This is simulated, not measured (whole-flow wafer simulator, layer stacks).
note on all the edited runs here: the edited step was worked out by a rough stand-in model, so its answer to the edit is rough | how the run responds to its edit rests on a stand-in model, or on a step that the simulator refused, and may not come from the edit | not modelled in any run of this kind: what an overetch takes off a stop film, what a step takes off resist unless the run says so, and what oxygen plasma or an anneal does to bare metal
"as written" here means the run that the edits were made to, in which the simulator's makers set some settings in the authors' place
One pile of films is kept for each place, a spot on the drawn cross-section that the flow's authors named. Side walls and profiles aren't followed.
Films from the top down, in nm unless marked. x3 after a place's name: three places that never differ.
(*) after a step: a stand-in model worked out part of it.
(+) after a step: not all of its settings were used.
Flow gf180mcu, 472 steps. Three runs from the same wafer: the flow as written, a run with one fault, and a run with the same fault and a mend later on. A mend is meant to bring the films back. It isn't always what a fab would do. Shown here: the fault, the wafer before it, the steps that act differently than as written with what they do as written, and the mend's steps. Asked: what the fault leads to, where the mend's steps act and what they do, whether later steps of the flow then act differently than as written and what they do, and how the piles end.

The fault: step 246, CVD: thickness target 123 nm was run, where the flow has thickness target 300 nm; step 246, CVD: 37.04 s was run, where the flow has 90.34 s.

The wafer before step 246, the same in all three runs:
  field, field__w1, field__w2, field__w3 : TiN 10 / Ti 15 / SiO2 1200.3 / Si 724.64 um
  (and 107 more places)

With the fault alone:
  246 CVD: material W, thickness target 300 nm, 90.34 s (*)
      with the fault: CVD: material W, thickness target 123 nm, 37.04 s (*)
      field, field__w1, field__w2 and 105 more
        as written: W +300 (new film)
        with the fault: W +123.7 (new film)
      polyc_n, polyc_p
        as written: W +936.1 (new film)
        with the fault: W +759.8 (new film)
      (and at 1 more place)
  Later steps of the flow that act differently than as written:
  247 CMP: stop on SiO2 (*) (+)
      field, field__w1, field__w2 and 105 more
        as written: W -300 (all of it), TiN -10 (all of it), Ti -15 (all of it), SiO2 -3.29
        with the fault: W -123.7 (all of it), TiN -10 (all of it), Ti -15 (all of it), SiO2 -1.51
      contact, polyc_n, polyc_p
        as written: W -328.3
        with the fault: W -150.2
  At the end the piles differ from the flow's only slightly at the places that both follow, by at most 2% or 0.5 nm, whichever is larger.

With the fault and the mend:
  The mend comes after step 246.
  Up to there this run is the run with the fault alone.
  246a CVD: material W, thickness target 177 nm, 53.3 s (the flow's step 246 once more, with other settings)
      field, field__w1, field__w2 and 108 more
        W +178.2
  No later step of the flow acts differently than as written, at any place that is followed, by more than 2% or 0.5 nm, whichever is larger.
  At the end the piles differ from the flow's only slightly at the places that both follow, by at most 2% or 0.5 nm, whichever is larger.
